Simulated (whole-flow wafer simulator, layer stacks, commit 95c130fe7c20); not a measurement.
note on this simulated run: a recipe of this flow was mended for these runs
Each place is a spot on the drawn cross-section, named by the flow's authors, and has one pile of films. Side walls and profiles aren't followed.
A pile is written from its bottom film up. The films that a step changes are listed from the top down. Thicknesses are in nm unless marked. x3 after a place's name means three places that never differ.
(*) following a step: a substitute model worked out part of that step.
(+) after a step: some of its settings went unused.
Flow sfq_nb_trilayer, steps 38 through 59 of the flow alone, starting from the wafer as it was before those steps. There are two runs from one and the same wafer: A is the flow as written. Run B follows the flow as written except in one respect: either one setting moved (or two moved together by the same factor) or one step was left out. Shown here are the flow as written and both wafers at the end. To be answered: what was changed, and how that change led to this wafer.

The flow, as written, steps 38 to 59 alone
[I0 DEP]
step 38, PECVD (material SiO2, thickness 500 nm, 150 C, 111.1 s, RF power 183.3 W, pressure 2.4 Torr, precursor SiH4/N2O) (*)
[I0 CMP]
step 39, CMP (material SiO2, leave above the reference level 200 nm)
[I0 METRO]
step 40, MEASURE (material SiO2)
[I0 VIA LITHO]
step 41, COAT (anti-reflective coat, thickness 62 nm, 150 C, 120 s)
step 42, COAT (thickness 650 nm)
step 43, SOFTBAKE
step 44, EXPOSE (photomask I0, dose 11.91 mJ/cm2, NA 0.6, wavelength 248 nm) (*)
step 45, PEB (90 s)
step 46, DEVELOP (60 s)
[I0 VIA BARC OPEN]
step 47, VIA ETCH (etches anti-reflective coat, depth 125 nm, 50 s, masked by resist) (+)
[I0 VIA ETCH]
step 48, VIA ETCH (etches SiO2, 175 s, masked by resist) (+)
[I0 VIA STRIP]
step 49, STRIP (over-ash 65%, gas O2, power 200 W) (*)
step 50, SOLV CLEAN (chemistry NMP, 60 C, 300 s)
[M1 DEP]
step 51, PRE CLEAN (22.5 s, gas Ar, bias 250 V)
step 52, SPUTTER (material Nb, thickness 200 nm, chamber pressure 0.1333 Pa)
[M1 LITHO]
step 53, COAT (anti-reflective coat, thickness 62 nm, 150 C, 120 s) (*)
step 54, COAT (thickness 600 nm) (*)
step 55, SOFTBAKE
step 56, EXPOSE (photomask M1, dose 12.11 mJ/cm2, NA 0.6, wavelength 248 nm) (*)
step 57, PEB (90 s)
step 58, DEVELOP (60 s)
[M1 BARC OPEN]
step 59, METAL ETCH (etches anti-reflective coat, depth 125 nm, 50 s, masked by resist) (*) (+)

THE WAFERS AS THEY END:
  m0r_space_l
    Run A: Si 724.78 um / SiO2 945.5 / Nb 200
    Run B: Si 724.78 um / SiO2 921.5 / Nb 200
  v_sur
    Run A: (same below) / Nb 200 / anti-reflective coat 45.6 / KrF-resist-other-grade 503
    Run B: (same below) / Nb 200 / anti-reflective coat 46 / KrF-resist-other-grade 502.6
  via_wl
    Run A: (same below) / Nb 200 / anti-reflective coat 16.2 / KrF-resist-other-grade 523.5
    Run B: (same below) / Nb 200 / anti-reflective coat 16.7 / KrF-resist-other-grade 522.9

What caused this: step 38, PECVD: thickness 380 nm was run, whereas the flow has thickness 500 nm; step 38, PECVD: 84.44 s was run, where the flow has 111.1 s.

How this came from the change, step by step:
  step 38, PECVD (material SiO2, thickness 500 nm, 150 C, 111.1 s, RF power 183.3 W, pressure 2.4 Torr, precursor SiH4/N2O) (*)
      field_l, v_sur, via_wl and 99 more: A SiO2 gains 500 (new film) | B SiO2 gains 380 (new film)
      m0r_space_l, m0r_space_r: A SiO2 gains 561.1 | B SiO2 gains 380
      (also at 2 further places)
  step 39, CMP (material SiO2, leave above the reference level 200 nm)
      moat, m0r_space_l, m0r_space_r: A SiO2 loses 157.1 | B nothing
      v_sur, via_wl, via_w and 94 more: A SiO2 loses 300 | B SiO2 loses 180
      (also at 6 further places)
  step 41, COAT (anti-reflective coat, thickness 62 nm, 150 C, 120 s)
      m0r_line_l, m0r_line_r: A anti-reflective coat gains 62 (new film) | B anti-reflective coat gains 53.1 (new film)
      m0r_space_l, m0r_space_r: A anti-reflective coat gains 62 (new film) | B anti-reflective coat gains 76.3 (new film)
      (also at 5 further places)
  step 49, STRIP (over-ash 65%, gas O2, power 200 W) (*)
      m0r_line_l, m0r_line_r: A KrF-resist-other-grade loses 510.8 (all of it), anti-reflective coat loses 62 (all of it) | B KrF-resist-other-grade loses 510.3 (all of it), anti-reflective coat loses 53.1 (all of it)
      m0r_space_l, m0r_space_r: A KrF-resist-other-grade loses 510.8 (all of it), anti-reflective coat loses 62 (all of it) | B KrF-resist-other-grade loses 511.2 (all of it), anti-reflective coat loses 76.3 (all of it)
      (also at 5 further places)
  step 53, COAT (anti-reflective coat, thickness 62 nm, 150 C, 120 s) (*)
      m0r_line_l, m0r_line_r: A anti-reflective coat gains 62 (new film) | B anti-reflective coat gains 50.4 (new film)
      m0r_space_l, m0r_space_r: A anti-reflective coat gains 62 (new film) | B anti-reflective coat gains 73.6 (new film)
      (also at 8 further places)
  step 54, COAT (thickness 600 nm) (*)
      moat: A KrF-resist-other-grade gains 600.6 (new film) | B KrF-resist-other-grade gains 614.4 (new film)
  step 58, DEVELOP (60 s)
      moat: A KrF-resist-other-grade loses 599.3 (all of it) | B KrF-resist-other-grade loses 613.1 (all of it)
  step 59, METAL ETCH (etches anti-reflective coat, depth 125 nm, 50 s, masked by resist) (*) (+)
      m0r_line_l, m0r_line_r: A anti-reflective coat loses 62 (all of it) | B anti-reflective coat loses 50.4 (all of it)
      m0r_space_l, m0r_space_r: A anti-reflective coat loses 62 (all of it) | B anti-reflective coat loses 73.6 (all of it)
      (also at 7 further places)
